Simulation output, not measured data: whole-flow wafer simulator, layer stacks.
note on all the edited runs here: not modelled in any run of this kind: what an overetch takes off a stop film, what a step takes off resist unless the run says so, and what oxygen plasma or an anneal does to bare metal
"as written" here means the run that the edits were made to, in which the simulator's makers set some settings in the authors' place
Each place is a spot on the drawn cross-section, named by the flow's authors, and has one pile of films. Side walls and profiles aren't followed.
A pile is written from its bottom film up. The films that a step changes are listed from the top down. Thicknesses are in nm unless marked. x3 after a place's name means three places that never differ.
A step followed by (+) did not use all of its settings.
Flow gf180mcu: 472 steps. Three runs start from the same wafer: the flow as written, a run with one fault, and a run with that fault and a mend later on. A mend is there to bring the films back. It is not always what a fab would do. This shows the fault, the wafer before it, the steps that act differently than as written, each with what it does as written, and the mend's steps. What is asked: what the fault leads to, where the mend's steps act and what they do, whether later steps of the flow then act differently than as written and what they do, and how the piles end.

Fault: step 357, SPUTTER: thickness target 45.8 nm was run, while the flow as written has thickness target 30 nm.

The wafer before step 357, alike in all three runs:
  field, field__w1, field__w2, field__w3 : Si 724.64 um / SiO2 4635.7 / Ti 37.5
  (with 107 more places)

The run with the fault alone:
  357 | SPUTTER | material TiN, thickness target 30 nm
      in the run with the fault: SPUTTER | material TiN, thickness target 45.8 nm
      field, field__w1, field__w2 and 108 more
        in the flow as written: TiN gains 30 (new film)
        in the run with the fault: TiN gains 45.8 (new film)
  Later steps of the flow acting differently than as written:
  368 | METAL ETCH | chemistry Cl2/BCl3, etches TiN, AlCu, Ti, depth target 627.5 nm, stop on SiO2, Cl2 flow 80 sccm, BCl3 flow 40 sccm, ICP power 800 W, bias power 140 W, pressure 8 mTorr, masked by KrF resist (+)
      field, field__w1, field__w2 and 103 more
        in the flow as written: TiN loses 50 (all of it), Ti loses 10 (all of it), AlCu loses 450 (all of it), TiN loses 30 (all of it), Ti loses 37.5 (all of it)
        in the run with the fault: TiN loses 50 (all of it), Ti loses 10 (all of it), AlCu loses 450 (all of it), TiN loses 45.8 (all of it), Ti loses 37.5 (all of it)
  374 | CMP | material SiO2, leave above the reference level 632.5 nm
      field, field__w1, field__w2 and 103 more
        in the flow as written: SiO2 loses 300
        in the run with the fault: SiO2 loses 284.2
  The piles end different from the flow's at field__w8, contact, m1, m1__w1, m1_nw by more than 2% or 0.5 nm, whichever is larger.
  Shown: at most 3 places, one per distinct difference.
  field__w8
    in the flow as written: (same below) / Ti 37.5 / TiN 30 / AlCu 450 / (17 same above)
    in the run with the fault: (same below) / Ti 37.5 / TiN 45.8 / AlCu 450 / (17 same above)
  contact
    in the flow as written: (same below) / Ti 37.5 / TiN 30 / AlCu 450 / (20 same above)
    in the run with the fault: (same below) / Ti 37.5 / TiN 45.8 / AlCu 450 / (20 same above)

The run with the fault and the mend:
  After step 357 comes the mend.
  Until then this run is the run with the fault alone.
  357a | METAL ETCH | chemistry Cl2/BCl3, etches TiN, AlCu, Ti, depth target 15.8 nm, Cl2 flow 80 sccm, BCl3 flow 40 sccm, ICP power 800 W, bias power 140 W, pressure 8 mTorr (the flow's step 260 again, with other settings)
      field, field__w1, field__w2 and 108 more
        TiN loses 15.8
  Every later step of the flow that is run acts as written at every place that is followed.
  The piles end the same as the flow's at every place that both follow.
